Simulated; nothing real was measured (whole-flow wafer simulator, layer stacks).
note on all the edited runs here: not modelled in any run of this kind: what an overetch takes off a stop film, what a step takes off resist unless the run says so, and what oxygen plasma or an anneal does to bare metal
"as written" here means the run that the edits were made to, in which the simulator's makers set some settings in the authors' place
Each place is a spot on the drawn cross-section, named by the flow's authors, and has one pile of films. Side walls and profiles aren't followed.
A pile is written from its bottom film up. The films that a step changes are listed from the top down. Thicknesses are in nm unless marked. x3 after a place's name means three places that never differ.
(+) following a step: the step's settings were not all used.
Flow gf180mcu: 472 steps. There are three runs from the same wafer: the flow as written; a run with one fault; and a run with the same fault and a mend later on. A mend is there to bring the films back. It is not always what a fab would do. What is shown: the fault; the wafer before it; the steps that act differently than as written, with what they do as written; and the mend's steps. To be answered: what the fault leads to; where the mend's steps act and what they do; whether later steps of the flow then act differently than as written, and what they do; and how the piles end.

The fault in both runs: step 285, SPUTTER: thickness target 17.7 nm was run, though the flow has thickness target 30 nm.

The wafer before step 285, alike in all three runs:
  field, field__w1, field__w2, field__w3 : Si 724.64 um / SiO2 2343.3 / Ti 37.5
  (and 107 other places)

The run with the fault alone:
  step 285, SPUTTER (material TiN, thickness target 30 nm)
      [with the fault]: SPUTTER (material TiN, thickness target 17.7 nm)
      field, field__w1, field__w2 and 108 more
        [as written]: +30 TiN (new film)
        [with the fault]: +17.7 TiN (new film)
  Steps further on in the flow that do not act as written:
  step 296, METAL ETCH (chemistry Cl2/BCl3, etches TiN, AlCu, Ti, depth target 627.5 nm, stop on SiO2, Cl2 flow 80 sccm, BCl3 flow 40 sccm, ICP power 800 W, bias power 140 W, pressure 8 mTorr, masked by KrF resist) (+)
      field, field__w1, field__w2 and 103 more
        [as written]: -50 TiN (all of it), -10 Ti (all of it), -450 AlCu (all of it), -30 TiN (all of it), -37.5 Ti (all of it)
        [with the fault]: -50 TiN (all of it), -10 Ti (all of it), -450 AlCu (all of it), -17.7 TiN (all of it), -37.5 Ti (all of it)
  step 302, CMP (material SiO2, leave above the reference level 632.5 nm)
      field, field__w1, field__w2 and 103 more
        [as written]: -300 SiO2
        [with the fault]: -312.3 SiO2
  By the end, the piles at field__w8, contact, m1, m1__w1, m1_nw depart from the flow's by more than 2% or 0.5 nm, whichever is larger.
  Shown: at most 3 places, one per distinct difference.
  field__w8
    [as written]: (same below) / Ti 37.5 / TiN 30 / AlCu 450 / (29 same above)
    [with the fault]: (same below) / Ti 37.5 / TiN 17.7 / AlCu 450 / (29 same above)
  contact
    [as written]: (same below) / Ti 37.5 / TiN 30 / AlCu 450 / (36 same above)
    [with the fault]: (same below) / Ti 37.5 / TiN 17.7 / AlCu 450 / (36 same above)

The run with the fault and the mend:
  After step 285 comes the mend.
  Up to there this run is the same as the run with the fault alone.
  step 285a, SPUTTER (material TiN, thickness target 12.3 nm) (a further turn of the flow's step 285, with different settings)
      field, field__w1, field__w2 and 108 more
        +12.3 TiN
  None of the later steps of the flow acts differently than as written at any place that is followed.
  The piles end the same as the flow's at every place that both follow.
